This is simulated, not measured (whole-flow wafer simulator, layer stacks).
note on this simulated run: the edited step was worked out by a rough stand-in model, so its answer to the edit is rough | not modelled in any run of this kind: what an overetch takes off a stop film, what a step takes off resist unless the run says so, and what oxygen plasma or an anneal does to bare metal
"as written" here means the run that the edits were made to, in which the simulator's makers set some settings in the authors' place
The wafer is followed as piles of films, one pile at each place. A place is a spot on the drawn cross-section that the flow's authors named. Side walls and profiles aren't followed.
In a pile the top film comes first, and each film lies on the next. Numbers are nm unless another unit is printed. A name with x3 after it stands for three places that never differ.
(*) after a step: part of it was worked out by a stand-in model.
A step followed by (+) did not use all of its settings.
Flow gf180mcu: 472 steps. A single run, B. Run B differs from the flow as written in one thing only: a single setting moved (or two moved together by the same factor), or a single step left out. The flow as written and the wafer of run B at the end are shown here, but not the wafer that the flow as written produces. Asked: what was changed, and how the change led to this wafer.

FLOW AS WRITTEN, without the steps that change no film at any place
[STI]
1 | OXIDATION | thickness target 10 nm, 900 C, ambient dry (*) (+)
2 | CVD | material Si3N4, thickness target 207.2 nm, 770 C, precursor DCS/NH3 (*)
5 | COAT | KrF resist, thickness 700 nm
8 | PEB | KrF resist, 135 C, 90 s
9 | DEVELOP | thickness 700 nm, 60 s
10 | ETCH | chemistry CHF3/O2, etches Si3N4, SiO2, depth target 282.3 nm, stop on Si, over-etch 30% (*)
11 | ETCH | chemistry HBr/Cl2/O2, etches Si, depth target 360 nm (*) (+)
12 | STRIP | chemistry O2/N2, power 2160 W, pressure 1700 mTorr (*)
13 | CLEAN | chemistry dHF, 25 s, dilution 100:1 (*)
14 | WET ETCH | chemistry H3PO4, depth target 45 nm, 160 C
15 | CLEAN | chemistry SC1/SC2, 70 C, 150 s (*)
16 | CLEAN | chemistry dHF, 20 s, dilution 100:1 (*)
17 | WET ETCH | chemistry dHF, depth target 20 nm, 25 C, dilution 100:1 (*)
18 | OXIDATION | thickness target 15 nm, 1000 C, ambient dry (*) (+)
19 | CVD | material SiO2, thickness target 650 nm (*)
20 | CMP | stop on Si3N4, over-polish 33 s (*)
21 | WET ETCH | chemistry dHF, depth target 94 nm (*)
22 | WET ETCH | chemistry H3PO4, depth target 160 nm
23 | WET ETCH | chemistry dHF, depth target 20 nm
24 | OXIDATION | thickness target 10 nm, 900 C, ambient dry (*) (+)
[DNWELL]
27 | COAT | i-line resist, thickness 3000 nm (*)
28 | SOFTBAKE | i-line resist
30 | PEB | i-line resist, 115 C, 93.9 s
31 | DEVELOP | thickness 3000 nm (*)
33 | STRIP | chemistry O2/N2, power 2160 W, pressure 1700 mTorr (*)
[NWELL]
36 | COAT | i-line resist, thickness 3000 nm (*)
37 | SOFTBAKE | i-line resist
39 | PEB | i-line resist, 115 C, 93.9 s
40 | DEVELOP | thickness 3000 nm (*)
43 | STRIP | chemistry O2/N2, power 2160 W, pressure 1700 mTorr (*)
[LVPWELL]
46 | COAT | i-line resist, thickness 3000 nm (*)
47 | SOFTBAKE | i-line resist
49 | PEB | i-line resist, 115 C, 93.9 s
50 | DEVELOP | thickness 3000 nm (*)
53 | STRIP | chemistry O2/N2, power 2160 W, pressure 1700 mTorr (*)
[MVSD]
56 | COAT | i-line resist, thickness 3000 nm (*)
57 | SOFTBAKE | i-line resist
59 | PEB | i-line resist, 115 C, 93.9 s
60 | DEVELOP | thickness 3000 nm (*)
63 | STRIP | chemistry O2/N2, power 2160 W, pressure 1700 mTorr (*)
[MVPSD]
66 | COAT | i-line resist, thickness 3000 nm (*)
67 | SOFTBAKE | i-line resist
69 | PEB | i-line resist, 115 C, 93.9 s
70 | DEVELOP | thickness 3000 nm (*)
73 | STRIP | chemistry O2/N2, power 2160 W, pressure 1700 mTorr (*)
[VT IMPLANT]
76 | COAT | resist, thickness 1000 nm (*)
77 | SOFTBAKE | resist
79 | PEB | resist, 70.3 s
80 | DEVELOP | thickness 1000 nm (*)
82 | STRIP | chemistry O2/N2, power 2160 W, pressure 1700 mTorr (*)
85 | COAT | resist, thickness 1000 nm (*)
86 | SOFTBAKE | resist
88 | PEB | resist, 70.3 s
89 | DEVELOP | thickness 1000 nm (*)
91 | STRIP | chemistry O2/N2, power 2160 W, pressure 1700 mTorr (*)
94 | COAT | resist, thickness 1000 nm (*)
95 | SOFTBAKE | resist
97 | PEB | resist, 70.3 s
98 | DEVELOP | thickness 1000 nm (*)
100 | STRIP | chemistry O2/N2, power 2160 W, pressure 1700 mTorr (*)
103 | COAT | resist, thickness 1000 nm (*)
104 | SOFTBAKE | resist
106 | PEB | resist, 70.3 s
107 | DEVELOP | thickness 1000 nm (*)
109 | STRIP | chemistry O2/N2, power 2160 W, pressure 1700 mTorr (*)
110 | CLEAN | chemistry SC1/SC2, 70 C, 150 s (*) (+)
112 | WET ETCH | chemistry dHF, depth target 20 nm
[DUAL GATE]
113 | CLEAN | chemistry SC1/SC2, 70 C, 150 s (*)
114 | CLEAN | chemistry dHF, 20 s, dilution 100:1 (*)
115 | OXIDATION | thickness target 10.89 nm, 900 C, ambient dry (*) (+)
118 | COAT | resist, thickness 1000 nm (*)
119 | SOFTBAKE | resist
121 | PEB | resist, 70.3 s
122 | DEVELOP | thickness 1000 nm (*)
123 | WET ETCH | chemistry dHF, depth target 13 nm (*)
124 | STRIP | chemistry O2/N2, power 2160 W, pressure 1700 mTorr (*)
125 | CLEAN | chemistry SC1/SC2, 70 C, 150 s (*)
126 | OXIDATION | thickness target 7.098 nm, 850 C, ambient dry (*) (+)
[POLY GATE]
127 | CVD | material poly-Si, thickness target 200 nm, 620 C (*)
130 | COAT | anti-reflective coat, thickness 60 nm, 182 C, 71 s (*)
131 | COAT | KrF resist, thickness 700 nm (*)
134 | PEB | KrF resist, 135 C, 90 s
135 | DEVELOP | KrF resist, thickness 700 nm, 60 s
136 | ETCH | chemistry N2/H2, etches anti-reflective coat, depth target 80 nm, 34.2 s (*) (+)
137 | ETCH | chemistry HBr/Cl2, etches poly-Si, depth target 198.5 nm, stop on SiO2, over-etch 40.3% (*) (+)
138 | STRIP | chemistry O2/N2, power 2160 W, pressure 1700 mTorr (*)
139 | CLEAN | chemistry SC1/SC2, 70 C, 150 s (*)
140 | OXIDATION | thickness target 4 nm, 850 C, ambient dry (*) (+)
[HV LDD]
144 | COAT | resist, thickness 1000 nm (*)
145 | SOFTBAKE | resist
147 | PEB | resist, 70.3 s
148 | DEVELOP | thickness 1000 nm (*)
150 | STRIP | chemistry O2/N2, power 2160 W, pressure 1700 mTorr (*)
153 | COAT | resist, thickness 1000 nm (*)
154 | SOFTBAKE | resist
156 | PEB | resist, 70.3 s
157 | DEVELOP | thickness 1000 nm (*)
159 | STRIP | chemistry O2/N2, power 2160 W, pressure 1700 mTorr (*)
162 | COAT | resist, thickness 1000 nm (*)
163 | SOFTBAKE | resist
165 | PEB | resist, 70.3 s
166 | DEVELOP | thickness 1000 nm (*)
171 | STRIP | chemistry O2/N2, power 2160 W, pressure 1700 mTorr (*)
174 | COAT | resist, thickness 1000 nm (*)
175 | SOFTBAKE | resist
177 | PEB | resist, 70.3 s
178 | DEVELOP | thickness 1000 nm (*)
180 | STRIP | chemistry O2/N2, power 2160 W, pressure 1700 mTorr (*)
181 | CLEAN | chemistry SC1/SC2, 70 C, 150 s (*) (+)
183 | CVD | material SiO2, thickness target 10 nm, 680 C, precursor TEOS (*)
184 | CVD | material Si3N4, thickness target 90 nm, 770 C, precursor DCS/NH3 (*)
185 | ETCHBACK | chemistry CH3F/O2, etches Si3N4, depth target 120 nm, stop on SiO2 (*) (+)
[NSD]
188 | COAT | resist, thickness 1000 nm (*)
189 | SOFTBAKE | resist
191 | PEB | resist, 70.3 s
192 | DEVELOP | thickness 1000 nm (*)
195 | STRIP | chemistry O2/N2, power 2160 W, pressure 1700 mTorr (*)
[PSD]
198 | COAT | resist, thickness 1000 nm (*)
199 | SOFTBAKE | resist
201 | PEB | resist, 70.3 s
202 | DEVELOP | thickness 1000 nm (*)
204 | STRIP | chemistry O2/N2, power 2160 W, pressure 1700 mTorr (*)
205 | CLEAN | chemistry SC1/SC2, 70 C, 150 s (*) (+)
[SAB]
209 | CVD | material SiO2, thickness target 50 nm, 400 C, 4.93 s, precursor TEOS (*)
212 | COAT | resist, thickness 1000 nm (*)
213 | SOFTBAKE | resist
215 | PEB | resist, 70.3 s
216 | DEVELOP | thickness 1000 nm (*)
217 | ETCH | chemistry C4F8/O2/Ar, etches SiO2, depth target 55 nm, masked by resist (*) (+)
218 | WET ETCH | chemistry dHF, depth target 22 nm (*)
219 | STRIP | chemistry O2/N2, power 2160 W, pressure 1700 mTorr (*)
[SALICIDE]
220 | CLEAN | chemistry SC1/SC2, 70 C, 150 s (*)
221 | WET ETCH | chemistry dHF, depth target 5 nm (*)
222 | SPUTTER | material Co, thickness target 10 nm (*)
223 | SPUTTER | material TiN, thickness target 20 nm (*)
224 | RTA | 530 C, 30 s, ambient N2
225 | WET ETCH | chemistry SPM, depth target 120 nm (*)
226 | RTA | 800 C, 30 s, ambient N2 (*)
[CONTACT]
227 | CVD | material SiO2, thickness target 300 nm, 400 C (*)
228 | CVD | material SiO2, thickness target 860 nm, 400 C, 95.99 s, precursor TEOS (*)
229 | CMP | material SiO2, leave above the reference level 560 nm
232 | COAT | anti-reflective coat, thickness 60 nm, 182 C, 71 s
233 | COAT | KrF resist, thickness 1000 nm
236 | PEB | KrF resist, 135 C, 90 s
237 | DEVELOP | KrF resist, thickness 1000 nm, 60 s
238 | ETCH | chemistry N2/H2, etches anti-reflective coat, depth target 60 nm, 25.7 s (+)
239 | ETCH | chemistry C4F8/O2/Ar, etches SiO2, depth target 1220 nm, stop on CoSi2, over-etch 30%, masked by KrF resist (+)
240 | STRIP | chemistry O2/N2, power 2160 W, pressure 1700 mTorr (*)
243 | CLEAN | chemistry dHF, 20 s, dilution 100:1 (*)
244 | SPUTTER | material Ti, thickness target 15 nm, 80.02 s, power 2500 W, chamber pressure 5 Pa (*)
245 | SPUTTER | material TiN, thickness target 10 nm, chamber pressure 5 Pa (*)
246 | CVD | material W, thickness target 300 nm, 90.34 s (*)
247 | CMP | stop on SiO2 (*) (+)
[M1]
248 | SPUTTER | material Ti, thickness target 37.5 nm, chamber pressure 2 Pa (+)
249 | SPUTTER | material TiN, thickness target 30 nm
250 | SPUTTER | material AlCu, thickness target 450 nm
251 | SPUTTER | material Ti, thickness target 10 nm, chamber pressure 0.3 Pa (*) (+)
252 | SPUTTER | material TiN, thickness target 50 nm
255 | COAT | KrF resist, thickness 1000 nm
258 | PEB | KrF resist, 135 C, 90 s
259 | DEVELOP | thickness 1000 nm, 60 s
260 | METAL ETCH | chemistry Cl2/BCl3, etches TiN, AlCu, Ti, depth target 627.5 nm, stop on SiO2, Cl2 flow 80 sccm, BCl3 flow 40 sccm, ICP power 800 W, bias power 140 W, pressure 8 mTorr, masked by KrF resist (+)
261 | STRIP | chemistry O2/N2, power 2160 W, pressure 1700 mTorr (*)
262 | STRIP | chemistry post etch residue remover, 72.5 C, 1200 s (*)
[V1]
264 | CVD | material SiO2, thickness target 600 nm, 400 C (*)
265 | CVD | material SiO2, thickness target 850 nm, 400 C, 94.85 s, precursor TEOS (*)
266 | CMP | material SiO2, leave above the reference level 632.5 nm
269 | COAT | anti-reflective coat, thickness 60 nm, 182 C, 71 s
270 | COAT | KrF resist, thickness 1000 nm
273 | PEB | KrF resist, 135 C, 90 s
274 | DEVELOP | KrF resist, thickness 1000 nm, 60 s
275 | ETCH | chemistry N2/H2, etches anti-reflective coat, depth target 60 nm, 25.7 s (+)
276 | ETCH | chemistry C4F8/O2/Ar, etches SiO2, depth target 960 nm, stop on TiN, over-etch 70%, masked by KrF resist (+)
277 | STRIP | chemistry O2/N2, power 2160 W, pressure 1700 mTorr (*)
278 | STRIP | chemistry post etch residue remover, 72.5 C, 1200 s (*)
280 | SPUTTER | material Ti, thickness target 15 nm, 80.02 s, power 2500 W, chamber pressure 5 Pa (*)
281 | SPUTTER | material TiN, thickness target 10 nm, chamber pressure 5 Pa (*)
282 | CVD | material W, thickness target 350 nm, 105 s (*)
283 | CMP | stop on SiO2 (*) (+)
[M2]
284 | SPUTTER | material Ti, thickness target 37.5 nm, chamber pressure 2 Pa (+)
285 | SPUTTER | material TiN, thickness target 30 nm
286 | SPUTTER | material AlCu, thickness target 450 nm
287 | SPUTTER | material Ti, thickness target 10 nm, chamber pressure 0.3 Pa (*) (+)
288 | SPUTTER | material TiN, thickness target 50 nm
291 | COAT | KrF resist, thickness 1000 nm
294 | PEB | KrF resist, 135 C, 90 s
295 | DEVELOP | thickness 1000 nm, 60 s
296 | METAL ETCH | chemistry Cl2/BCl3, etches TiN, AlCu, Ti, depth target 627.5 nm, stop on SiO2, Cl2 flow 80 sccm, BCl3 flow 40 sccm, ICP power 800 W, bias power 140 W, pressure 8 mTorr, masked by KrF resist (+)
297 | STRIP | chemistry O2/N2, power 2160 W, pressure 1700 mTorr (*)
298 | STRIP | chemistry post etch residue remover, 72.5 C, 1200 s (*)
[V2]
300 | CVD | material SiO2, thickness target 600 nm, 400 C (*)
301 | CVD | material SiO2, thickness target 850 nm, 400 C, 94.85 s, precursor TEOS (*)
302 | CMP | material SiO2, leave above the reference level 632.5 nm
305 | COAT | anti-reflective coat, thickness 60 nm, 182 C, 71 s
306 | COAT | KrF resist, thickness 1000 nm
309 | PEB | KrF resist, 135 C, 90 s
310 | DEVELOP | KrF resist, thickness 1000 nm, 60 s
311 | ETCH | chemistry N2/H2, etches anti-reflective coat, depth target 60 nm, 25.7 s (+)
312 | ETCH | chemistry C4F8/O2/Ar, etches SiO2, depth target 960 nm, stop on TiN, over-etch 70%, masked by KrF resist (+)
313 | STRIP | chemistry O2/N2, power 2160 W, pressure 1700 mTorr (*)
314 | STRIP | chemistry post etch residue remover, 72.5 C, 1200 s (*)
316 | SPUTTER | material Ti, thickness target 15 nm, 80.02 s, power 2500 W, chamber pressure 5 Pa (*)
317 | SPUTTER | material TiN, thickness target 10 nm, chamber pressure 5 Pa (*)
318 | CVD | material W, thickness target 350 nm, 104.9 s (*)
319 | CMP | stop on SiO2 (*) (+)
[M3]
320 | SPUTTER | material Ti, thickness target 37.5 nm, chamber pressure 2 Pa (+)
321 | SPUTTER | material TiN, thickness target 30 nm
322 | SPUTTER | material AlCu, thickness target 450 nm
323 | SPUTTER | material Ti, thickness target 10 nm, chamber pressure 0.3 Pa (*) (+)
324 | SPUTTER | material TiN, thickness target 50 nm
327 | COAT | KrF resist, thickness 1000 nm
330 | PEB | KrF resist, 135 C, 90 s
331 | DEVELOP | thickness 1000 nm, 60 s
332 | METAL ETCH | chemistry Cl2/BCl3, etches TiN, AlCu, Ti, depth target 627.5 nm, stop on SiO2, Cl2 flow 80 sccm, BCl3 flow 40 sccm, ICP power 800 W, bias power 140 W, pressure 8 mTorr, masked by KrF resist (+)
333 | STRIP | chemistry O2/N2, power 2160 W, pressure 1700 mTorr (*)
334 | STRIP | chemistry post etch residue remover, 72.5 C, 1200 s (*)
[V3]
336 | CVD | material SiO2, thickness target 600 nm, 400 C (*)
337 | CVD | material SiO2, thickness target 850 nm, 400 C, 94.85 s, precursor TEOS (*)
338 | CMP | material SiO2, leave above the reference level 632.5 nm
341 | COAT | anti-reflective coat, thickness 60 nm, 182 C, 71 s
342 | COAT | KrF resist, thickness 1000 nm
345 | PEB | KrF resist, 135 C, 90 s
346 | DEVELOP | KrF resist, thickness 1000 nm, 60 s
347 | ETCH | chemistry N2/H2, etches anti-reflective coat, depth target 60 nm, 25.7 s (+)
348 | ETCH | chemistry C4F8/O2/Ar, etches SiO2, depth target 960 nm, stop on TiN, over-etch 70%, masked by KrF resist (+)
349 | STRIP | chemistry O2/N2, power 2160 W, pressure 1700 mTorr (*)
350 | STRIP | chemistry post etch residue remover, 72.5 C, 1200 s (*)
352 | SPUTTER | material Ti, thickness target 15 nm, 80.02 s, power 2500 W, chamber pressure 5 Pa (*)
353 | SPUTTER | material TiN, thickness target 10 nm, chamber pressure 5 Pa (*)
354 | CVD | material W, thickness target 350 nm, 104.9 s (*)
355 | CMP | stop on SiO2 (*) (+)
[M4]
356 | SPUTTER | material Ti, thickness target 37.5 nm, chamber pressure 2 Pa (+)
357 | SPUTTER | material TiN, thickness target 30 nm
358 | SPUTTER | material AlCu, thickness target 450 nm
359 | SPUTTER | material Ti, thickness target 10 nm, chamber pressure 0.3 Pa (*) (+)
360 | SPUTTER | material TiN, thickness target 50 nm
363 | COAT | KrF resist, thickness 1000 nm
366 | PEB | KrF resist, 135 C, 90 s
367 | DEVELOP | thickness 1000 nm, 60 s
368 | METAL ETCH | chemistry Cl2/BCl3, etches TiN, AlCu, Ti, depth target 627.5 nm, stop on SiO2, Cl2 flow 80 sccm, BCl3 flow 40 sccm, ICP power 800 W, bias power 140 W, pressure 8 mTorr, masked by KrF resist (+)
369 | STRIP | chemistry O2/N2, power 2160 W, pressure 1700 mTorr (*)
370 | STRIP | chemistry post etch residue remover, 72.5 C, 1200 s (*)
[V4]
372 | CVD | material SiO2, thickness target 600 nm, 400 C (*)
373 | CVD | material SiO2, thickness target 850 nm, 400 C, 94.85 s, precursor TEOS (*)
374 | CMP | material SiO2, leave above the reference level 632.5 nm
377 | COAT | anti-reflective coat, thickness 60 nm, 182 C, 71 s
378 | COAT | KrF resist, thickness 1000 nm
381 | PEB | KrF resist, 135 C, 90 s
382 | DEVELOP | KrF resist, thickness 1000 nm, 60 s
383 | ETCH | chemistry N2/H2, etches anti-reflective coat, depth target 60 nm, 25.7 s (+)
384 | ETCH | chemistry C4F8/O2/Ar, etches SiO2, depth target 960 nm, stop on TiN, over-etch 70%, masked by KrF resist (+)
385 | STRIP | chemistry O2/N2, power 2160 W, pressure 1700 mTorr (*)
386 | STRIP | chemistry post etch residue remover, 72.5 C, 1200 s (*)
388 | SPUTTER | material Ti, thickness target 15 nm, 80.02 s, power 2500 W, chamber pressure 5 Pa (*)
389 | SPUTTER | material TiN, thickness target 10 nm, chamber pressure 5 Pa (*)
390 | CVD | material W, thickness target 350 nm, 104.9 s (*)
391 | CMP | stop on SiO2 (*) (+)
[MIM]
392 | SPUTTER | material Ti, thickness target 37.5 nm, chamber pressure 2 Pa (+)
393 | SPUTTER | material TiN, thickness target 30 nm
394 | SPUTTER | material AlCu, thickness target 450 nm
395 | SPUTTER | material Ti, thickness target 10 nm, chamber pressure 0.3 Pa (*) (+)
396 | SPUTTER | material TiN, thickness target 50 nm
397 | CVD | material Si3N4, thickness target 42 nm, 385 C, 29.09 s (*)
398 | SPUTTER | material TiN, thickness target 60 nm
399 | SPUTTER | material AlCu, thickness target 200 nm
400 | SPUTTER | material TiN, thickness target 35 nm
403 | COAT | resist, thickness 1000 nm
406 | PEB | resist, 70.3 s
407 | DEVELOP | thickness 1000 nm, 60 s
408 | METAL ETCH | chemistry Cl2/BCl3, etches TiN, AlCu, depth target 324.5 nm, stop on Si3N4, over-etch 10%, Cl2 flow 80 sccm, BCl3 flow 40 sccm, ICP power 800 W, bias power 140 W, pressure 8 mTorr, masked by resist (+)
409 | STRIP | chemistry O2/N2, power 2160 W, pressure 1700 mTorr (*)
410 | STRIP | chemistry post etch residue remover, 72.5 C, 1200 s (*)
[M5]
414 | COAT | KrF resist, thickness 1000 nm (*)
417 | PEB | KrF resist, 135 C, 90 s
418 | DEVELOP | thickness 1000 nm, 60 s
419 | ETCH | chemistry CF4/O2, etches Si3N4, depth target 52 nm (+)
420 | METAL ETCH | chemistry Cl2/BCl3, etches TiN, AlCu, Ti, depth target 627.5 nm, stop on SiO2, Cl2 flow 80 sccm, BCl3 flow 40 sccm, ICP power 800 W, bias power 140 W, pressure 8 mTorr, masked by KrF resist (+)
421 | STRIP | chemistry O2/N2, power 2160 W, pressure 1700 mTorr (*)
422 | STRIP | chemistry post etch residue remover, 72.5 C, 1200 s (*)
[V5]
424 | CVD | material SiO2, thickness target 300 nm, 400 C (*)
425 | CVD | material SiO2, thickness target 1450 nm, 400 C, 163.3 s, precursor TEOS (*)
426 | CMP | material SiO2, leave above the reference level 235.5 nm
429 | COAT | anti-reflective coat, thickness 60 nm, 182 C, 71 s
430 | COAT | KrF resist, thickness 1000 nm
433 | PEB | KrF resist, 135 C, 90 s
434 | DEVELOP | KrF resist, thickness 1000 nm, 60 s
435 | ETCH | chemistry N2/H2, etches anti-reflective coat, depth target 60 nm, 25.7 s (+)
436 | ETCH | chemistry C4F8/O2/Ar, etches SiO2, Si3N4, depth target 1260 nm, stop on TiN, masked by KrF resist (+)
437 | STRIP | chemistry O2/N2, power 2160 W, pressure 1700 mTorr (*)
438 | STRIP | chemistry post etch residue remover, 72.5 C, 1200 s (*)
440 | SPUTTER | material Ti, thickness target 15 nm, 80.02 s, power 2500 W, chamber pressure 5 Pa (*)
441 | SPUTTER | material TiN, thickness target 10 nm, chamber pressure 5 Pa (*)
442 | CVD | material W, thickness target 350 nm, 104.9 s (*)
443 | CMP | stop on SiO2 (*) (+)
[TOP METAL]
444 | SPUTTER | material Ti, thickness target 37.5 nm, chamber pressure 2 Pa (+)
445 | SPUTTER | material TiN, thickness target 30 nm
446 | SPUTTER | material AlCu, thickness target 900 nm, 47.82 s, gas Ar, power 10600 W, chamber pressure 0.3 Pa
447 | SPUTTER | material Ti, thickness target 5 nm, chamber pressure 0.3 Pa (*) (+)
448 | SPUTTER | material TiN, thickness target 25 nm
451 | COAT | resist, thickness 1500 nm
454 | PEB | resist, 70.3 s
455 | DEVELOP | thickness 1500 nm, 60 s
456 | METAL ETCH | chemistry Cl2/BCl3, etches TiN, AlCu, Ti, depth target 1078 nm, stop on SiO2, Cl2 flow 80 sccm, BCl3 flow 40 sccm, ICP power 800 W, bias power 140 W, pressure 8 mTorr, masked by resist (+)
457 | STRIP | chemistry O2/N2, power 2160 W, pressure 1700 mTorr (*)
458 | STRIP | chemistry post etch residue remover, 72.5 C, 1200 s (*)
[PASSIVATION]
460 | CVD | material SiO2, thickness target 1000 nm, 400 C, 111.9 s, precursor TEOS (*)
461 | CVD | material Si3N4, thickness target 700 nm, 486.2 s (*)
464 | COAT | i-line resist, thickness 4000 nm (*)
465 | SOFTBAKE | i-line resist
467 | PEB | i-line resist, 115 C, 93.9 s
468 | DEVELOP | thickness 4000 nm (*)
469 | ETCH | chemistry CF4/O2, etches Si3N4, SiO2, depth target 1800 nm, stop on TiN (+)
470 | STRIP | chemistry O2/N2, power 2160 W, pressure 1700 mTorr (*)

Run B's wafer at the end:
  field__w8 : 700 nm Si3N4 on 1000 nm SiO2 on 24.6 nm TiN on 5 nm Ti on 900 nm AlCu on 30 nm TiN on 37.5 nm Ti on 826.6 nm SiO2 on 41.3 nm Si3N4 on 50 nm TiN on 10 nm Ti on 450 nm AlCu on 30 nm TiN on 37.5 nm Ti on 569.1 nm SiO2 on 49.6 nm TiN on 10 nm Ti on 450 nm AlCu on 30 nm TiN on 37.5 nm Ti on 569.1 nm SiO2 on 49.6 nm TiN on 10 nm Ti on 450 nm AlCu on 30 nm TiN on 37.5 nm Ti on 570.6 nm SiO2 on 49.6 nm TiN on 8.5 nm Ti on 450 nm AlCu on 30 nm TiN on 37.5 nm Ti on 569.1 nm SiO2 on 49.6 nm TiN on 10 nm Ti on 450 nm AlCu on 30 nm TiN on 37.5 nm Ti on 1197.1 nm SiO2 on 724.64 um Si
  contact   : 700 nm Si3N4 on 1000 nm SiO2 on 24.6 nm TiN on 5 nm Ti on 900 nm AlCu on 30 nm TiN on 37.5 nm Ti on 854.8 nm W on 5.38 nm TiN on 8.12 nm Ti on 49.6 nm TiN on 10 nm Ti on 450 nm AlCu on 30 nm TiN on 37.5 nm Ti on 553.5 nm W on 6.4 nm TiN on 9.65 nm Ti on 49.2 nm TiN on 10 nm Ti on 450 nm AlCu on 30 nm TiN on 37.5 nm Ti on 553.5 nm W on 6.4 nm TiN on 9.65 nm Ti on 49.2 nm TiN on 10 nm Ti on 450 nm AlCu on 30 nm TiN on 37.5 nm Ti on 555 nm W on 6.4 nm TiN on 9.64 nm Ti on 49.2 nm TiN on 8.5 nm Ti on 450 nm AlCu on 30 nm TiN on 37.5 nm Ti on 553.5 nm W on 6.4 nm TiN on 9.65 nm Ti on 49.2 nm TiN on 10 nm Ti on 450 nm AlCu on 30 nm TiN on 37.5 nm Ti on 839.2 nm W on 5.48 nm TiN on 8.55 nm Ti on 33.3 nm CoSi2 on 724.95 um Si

What caused this: step 287, SPUTTER: thickness target 8.5 nm was run, whereas the flow has thickness target 10 nm.
The wafer itself shows it: field__w8 has Ti 8.5, and step 287 as written asks for 10 nm.

Step by step, how the change led to this:
  287 | SPUTTER | material Ti, thickness target 10 nm, chamber pressure 0.3 Pa (*) (+)
      field, field__w1, field__w2 and 108 more: +8.5 Ti (new film) (as written it would have been: +10 Ti (new film))
  296 | METAL ETCH | chemistry Cl2/BCl3, etches TiN, AlCu, Ti, depth target 627.5 nm, stop on SiO2, Cl2 flow 80 sccm, BCl3 flow 40 sccm, ICP power 800 W, bias power 140 W, pressure 8 mTorr, masked by KrF resist (+)
      field, field__w1, field__w2 and 103 more: -50 TiN (all of it), -8.5 Ti (all of it), -450 AlCu (all of it), -30 TiN (all of it), -37.5 Ti (all of it) (as written it would have been: -50 TiN (all of it), -10 Ti (all of it), -450 AlCu (all of it), -30 TiN (all of it), -37.5 Ti (all of it))
